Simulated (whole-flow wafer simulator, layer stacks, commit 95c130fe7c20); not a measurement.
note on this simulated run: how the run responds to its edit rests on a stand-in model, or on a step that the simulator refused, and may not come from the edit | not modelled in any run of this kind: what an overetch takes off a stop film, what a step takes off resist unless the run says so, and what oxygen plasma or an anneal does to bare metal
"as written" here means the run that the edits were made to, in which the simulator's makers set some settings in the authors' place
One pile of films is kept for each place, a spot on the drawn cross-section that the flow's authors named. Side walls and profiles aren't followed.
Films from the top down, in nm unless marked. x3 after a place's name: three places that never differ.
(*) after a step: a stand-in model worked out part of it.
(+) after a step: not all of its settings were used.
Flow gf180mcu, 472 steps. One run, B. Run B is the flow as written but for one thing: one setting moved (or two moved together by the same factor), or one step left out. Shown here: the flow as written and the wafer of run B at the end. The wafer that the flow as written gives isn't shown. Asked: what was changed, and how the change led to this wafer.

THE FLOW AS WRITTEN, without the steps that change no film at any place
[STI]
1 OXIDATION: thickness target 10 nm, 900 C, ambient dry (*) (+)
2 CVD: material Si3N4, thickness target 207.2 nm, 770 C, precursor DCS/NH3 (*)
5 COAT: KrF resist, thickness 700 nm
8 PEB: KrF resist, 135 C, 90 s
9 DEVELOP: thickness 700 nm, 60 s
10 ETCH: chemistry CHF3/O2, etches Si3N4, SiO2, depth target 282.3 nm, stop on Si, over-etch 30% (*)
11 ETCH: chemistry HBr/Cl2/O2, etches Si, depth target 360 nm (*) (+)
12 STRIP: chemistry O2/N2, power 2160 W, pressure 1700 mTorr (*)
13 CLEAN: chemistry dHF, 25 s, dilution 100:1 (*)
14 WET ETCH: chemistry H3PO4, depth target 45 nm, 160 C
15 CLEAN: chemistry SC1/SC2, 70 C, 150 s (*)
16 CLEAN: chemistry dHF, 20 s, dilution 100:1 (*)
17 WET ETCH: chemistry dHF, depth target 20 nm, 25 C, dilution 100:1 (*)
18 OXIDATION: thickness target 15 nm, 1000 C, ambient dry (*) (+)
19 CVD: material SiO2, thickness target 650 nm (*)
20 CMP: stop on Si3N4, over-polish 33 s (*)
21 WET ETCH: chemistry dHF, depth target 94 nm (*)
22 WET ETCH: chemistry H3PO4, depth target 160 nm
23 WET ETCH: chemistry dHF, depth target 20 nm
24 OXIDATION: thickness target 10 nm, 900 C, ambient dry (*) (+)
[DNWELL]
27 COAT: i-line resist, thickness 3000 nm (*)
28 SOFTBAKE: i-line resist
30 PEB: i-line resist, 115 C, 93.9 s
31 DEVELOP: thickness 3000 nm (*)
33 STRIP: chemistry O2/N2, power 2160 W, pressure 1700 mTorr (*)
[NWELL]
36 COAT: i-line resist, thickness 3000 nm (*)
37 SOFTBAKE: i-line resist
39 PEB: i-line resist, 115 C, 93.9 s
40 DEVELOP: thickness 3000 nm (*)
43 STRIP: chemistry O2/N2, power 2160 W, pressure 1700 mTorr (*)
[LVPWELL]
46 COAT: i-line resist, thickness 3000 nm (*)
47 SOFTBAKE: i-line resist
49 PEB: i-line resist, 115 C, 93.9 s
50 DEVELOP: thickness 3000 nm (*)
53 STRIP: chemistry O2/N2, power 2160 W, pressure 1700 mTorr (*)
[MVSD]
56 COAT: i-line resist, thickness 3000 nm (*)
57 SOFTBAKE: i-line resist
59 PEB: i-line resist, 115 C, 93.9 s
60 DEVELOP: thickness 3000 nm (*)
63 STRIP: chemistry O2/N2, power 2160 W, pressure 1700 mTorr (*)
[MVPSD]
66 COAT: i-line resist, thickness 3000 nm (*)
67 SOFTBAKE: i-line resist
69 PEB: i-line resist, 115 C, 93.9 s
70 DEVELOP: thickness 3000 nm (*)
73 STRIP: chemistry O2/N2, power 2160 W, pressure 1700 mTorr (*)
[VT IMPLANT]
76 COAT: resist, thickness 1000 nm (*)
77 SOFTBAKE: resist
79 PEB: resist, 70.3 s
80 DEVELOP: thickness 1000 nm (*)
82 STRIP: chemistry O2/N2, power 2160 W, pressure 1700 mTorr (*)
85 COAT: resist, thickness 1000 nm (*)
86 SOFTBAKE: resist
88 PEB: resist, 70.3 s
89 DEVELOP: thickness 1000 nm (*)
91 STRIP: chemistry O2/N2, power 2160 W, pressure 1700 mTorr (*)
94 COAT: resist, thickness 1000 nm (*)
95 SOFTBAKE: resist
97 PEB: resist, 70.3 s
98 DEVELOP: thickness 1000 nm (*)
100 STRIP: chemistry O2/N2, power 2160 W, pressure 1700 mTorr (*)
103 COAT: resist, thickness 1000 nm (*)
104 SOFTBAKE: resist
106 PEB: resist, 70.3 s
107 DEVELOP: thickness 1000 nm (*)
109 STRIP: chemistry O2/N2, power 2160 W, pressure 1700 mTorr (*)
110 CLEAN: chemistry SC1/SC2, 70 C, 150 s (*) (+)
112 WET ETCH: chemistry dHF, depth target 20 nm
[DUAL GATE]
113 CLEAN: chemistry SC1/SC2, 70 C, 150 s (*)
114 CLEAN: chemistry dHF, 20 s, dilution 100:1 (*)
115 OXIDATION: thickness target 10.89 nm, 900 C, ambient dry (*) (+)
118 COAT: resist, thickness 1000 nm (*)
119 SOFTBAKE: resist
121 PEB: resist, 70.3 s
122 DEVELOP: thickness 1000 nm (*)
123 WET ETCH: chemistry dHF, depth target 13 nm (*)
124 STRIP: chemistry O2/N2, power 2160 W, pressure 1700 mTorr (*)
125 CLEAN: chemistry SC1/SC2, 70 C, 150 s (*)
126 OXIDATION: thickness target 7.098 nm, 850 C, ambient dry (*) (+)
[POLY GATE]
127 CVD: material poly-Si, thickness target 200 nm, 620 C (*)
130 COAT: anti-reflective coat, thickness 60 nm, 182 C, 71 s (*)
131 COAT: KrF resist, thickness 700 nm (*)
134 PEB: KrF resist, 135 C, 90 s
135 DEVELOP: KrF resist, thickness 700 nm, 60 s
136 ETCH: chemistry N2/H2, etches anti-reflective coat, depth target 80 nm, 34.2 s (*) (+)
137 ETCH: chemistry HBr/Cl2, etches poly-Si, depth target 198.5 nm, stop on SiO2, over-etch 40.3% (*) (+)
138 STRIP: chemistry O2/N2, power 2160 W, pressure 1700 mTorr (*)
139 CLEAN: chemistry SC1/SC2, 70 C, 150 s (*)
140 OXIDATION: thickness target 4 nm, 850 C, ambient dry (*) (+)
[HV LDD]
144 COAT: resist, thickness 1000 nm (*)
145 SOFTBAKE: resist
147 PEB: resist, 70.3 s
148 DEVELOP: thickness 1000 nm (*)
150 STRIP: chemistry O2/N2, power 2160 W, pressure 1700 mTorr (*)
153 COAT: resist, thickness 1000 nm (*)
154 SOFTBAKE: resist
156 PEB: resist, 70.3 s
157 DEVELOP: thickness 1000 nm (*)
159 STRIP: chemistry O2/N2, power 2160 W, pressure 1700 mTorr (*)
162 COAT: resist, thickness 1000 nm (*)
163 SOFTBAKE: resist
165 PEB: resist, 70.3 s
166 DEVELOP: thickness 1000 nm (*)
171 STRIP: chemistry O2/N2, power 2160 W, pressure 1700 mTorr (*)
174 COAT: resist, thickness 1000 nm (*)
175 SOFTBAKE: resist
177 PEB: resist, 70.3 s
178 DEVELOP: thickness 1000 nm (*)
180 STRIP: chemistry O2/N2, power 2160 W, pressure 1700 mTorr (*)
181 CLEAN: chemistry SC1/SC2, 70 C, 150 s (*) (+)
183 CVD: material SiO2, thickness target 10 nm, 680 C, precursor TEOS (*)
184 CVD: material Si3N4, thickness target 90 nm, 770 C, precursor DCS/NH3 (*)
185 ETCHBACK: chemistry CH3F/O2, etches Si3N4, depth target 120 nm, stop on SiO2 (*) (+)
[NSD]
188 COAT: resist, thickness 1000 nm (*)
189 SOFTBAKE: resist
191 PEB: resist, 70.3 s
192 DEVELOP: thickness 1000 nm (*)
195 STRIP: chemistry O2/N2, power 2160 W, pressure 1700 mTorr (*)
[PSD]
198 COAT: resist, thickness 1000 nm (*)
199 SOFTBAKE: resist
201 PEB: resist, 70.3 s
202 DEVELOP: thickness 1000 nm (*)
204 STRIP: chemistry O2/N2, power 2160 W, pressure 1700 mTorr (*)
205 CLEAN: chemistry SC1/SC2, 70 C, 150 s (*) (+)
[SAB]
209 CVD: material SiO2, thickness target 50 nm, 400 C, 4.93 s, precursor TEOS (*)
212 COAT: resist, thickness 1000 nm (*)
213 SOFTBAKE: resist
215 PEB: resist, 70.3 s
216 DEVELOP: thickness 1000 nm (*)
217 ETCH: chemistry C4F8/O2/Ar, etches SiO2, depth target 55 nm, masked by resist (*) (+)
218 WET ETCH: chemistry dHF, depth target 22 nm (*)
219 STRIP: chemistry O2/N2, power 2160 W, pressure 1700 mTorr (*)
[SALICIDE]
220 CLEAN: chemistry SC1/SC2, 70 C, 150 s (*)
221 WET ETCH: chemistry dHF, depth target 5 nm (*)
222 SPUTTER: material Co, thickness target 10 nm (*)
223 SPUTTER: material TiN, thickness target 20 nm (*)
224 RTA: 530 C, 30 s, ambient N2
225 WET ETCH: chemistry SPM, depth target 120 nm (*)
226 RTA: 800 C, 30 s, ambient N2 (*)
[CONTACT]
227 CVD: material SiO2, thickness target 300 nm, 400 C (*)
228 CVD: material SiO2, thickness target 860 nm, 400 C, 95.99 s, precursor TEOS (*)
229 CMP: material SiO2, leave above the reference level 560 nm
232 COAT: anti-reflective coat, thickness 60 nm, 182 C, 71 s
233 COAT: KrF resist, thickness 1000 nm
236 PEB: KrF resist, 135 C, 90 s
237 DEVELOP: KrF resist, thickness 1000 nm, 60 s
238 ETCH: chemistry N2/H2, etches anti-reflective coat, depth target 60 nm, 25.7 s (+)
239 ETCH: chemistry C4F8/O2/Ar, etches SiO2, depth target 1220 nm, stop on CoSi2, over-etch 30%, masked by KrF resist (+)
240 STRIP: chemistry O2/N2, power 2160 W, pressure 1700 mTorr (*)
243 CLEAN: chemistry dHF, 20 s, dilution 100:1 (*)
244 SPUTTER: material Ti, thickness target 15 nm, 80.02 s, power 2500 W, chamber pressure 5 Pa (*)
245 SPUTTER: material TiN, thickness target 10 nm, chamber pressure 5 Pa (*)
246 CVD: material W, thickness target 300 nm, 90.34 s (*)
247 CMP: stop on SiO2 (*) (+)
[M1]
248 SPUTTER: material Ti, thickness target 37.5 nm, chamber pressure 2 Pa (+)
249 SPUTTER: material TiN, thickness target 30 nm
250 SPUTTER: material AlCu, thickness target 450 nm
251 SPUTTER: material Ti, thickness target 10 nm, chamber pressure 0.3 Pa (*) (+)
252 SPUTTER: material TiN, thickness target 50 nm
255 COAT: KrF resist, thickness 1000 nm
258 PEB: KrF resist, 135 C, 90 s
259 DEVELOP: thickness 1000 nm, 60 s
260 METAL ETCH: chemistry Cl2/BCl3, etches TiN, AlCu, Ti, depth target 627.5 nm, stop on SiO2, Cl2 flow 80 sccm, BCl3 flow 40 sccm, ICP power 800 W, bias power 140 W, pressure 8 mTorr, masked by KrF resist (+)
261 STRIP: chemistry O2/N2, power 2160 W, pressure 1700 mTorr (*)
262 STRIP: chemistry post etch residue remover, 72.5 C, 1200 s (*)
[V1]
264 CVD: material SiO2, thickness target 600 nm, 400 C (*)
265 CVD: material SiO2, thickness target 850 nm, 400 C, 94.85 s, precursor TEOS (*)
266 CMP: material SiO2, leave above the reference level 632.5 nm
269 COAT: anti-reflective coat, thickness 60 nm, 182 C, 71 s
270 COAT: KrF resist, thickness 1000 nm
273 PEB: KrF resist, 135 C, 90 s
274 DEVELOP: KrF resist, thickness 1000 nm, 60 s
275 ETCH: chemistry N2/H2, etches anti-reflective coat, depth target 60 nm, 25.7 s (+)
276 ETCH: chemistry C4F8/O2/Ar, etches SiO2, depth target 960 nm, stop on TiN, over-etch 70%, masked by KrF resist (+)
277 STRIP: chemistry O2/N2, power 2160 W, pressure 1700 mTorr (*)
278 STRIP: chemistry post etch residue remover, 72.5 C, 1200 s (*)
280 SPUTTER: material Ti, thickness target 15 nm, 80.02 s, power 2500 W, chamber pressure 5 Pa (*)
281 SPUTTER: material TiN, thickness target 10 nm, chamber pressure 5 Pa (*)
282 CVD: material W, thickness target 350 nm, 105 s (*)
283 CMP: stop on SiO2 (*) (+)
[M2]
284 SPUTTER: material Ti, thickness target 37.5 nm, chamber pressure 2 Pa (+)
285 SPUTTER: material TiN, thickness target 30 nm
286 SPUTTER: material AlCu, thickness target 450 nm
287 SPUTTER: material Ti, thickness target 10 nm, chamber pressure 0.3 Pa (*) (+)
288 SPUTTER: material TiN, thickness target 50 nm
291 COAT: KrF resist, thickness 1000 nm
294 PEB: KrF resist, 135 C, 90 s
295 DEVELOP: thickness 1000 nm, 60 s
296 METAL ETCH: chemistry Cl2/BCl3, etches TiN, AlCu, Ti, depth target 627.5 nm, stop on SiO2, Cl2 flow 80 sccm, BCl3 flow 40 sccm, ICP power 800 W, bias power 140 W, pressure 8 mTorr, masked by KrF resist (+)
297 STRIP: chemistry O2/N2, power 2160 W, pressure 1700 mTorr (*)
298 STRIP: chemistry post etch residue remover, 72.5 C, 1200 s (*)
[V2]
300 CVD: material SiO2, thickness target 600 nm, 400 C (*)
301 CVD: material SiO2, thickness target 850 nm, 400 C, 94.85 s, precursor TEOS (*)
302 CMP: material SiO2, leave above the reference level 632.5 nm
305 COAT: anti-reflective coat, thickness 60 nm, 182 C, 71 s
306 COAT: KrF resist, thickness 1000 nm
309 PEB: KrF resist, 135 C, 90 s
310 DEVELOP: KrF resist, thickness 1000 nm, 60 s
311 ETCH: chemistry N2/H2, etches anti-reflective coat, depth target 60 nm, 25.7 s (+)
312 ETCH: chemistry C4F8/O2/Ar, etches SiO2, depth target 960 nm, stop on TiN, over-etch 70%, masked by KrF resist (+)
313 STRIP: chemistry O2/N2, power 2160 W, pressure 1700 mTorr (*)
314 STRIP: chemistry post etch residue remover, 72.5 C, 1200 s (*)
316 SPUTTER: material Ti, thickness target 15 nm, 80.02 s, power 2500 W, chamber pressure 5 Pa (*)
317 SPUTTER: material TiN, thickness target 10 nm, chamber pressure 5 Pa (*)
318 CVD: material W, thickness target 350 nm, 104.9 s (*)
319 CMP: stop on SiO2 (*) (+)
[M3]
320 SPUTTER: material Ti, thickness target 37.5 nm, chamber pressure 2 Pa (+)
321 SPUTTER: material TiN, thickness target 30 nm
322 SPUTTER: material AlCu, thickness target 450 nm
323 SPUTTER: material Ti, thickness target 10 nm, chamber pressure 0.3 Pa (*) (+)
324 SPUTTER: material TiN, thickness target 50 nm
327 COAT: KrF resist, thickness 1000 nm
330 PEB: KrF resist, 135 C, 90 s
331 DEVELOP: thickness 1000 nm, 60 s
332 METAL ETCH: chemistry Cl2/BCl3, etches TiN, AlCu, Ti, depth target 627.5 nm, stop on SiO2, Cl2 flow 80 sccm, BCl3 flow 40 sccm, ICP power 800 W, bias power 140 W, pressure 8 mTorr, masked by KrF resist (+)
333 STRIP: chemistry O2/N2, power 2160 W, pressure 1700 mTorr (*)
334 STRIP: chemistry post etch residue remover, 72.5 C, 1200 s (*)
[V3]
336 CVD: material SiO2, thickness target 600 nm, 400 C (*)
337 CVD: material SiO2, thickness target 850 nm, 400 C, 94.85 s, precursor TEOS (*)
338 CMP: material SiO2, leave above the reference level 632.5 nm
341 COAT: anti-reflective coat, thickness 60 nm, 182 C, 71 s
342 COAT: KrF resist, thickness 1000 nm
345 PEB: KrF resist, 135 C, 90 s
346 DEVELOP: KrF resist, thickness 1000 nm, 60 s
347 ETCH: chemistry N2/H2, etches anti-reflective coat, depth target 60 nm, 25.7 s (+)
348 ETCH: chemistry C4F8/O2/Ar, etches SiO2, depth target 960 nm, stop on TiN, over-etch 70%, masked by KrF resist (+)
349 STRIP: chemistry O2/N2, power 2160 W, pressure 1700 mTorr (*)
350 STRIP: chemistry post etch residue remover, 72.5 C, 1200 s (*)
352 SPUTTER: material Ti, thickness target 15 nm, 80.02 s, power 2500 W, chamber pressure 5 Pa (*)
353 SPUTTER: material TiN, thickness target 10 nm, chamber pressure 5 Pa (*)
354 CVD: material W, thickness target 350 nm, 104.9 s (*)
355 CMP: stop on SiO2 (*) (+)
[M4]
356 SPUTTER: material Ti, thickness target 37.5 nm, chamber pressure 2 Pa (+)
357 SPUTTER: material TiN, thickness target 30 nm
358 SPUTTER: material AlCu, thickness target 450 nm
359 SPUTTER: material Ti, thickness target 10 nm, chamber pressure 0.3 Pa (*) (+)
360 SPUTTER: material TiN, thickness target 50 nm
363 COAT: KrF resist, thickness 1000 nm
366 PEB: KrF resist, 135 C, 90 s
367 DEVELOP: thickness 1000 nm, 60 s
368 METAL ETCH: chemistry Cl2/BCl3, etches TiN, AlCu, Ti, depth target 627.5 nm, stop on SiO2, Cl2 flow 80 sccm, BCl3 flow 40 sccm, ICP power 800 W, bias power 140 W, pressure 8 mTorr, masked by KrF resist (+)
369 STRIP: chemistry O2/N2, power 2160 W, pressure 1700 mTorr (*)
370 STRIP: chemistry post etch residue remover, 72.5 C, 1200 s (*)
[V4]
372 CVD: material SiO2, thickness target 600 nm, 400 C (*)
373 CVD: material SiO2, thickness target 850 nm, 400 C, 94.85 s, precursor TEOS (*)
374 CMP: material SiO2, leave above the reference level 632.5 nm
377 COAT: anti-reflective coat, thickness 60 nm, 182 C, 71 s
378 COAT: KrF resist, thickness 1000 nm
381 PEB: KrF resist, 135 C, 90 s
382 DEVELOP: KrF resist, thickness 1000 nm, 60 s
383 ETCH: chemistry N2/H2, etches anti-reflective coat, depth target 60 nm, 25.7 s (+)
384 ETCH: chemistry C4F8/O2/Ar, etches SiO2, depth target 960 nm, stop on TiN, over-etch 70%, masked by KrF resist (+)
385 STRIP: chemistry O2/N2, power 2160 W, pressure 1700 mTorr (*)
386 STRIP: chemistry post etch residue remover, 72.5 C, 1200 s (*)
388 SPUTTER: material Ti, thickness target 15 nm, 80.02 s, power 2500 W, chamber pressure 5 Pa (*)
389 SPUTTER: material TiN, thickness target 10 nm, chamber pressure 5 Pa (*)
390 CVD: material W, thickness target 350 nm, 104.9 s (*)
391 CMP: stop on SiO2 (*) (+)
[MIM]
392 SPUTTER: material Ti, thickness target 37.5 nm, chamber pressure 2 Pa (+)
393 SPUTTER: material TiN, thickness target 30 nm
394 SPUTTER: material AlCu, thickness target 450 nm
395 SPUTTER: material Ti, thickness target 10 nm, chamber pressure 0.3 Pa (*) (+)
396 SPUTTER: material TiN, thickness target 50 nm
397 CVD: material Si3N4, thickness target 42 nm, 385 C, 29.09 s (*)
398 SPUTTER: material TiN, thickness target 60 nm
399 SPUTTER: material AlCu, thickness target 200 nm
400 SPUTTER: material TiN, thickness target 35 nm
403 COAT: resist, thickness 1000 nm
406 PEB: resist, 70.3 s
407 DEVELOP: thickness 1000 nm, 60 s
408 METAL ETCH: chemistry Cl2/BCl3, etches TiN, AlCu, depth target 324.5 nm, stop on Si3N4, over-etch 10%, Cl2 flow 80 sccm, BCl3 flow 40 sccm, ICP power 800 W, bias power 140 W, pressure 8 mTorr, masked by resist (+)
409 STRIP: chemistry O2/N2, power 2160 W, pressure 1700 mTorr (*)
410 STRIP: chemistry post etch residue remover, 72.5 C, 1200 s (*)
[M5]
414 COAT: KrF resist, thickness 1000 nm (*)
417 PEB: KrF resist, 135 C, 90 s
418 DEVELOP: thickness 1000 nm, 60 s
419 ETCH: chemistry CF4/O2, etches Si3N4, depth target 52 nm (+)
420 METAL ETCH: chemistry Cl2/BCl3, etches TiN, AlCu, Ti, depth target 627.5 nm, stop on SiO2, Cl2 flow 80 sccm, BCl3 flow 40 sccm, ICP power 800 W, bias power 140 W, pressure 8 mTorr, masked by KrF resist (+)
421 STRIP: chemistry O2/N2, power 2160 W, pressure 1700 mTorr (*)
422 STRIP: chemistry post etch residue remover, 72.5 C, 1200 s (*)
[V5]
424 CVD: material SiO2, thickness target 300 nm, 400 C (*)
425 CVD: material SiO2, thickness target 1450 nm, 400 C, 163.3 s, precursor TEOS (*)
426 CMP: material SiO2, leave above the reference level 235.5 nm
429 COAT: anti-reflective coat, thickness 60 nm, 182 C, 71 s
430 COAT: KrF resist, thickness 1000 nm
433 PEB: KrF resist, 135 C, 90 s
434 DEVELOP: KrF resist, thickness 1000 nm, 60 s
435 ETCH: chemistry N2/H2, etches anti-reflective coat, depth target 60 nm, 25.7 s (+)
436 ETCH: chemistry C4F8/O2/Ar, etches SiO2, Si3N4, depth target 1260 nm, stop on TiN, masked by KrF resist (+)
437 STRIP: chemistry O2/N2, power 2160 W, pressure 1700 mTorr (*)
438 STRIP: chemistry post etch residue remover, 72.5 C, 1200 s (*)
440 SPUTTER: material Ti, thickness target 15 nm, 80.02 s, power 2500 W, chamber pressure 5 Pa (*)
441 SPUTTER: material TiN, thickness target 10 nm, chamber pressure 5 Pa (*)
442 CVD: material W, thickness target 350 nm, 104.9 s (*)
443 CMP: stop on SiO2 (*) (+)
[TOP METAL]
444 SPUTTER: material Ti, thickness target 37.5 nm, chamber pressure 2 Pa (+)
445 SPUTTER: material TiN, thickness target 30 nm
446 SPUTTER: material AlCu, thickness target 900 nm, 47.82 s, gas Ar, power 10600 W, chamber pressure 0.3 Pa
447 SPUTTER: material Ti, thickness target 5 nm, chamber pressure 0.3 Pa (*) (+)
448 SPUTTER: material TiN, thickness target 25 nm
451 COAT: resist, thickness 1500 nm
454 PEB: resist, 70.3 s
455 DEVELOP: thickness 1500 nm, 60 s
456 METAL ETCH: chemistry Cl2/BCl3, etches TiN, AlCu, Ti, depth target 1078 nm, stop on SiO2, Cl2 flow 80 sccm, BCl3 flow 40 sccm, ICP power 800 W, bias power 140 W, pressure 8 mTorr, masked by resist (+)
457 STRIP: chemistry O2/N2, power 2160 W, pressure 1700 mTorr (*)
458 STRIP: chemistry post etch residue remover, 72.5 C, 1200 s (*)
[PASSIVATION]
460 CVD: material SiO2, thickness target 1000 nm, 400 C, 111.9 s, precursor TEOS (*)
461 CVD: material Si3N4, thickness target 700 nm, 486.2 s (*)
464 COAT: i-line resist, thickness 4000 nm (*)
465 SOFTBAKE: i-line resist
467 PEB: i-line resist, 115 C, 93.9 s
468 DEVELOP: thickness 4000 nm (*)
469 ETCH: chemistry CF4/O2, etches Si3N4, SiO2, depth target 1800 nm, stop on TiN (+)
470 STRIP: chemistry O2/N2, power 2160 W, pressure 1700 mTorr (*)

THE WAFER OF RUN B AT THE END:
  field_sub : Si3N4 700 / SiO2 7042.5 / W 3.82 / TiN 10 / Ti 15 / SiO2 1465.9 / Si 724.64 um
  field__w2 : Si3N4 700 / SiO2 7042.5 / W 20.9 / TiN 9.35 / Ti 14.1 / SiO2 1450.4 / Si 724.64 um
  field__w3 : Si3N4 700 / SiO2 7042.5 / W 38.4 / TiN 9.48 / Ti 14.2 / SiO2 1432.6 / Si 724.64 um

The cause: step 229, CMP: leave above the reference level 874 nm was run, where the flow has leave above the reference level 560 nm.

How the change led to this, step by step:
  229 CMP: material SiO2, leave above the reference level 560 nm
      ldn_sep__w1, ldn_sep__w2, ldn_dft and 8 more: nothing (as written it would be: SiO2 -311)
      active, p_well, sd_n, iso_ptap_pw, iso_ntap_nw, iso_ptap_sub, vpnp_e: nothing (as written it would be: SiO2 -299.9)
      (and at 93 more places)
  232 COAT: anti-reflective coat, thickness 60 nm, 182 C, 71 s
      iso_nw_fld, nw_enc_fld__w1, ldn_sep__w1, ldn_fld, ldp_sep__w2: anti-reflective coat +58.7 (new film) (as written it would be: anti-reflective coat +60 (new film))
      sti, mim_1p0, pad, dice_street: anti-reflective coat +51.1 (new film) (as written it would be: anti-reflective coat +60 (new film))
      (and at 88 more places)
  233 COAT: KrF resist, thickness 1000 nm
      mim: KrF resist +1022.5 (new film) (as written it would be: KrF resist +1000 (new film))
  238 ETCH: chemistry N2/H2, etches anti-reflective coat, depth target 60 nm, 25.7 s (+)
      contact: anti-reflective coat -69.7 (all of it), SiO2 -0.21 (as written it would be: anti-reflective coat -60 (all of it), SiO2 -0.46)
      polyc_n: anti-reflective coat -43.2 (all of it), SiO2 -0.89 (as written it would be: anti-reflective coat -60 (all of it), SiO2 -0.46)
      (and at 1 more place)
  239 ETCH: chemistry C4F8/O2/Ar, etches SiO2, depth target 1220 nm, stop on CoSi2, over-etch 30%, masked by KrF resist (+)
      field, field__w1, field__w2 and 105 more: KrF resist -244 (as written it would be: KrF resist -223.5)
      polyc_n, polyc_p: SiO2 -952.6 (all of it) (as written it would be: SiO2 -639.1 (all of it))
      (and at 1 more place)
  240 STRIP: chemistry O2/N2, power 2160 W, pressure 1700 mTorr (*)
      sti, mim_1p0, pad, dice_street: KrF resist -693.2 (all of it), anti-reflective coat -51.1 (all of it) (as written it would be: KrF resist -707.7 (all of it), anti-reflective coat -60 (all of it))
      p_well, sd_n: KrF resist -693.2 (all of it), anti-reflective coat -48 (all of it) (as written it would be: KrF resist -707.7 (all of it), anti-reflective coat -60 (all of it))
      (and at 102 more places)
  244 SPUTTER: material Ti, thickness target 15 nm, 80.02 s, power 2500 W, chamber pressure 5 Pa (*)
      field__w2: Ti +14.1 (new film) (as written it would be: Ti +15 (new film))
      field__w3: Ti +14.2 (new film) (as written it would be: Ti +15 (new film))
      (and at 2 more places)
  245 SPUTTER: material TiN, thickness target 10 nm, chamber pressure 5 Pa (*)
      field__w2: TiN +9.35 (new film) (as written it would be: TiN +10 (new film))
      field__w3: TiN +9.48 (new film) (as written it would be: TiN +10 (new film))
      (and at 1 more place)
  246 CVD: material W, thickness target 300 nm, 90.34 s (*)
      polyc_n, polyc_p: W +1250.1 (new film) (as written it would be: W +936.1 (new film))
      field__w12: W +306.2 (new film) (as written it would be: W +300 (new film))
      (and at 1 more place)
  247 CMP: stop on SiO2 (*) (+)
      active, p_well, sd_n, iso_ptap_pw, iso_ntap_nw, iso_ptap_sub, vpnp_e: W -300 (all of it), TiN -10 (all of it), Ti -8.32 (as written it would be: W -300 (all of it), TiN -10 (all of it), Ti -15 (all of it), SiO2 -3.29)
      ldn_tap, ldn_src, ldp_tap, ldp_src, ldp_gr: W -300 (all of it), TiN -10 (all of it), Ti -10.2 (as written it would be: W -300 (all of it), TiN -10 (all of it), Ti -15 (all of it), SiO2 -3.29)
      (and at 97 more places)
  248 SPUTTER: material Ti, thickness target 37.5 nm, chamber pressure 2 Pa (+)
      field_sub__w4, active, p_well and 24 more: Ti +37.5 (as written it would be: Ti +37.5 (new film))
  260 METAL ETCH: chemistry Cl2/BCl3, etches TiN, AlCu, Ti, depth target 627.5 nm, stop on SiO2, Cl2 flow 80 sccm, BCl3 flow 40 sccm, ICP power 800 W, bias power 140 W, pressure 8 mTorr, masked by KrF resist (+)
      field__w2, field__w3, field__w6 and 8 more: TiN -50 (all of it), Ti -10 (all of it), AlCu -450 (all of it), TiN -30 (all of it), Ti -37.5 (all of it), W -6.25 (as written it would be: TiN -50 (all of it), Ti -10 (all of it), AlCu -450 (all of it), TiN -30 (all of it), Ti -37.5 (all of it))
      field: TiN -50 (all of it), Ti -10 (all of it), AlCu -450 (all of it), TiN -30 (all of it), Ti -37.5 (all of it), TiN -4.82 (all of it), Ti -15 (all of it) (as written it would be: TiN -50 (all of it), Ti -10 (all of it), AlCu -450 (all of it), TiN -30 (all of it), Ti -37.5 (all of it))
      (and at 38 more places)
  262 STRIP: chemistry post etch residue remover, 72.5 C, 1200 s (*)
      field__w2, field__w3, field__w12, field_sub, field_sub__w2, mim, ld_sd_n, nw_enc_fld_lv: W -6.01 (as written it would be: nothing)
      field__w6: W -3.61 (all of it), TiN -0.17 (as written it would be: nothing)
      (and at 2 more places)
  264 CVD: material SiO2, thickness target 600 nm, 400 C (*)
      field__w2, field__w3, field__w6 and 10 more: SiO2 +600 (new film) (as written it would be: SiO2 +600)
  266 CMP: material SiO2, leave above the reference level 632.5 nm
      field__w2, field__w3, field__w12, field_sub, field_sub__w2, mim, ld_sd_n, nw_enc_fld_lv: SiO2 -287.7 (as written it would be: SiO2 -300)
      active, p_well, sd_n, iso_ptap_pw, iso_ntap_nw, iso_ptap_sub, vpnp_e: SiO2 -293.3 (as written it would be: SiO2 -300)
      (and at 26 more places)
Counting metal films that touch as one body, field_sub has 1 body; the flow as written gives 0 bodies.
Counting metal films that touch as one body, field__w2 has 1 body; the flow as written gives 0 bodies.
Counting metal films that touch as one body, field__w3 has 1 body; the flow as written gives 0 bodies.
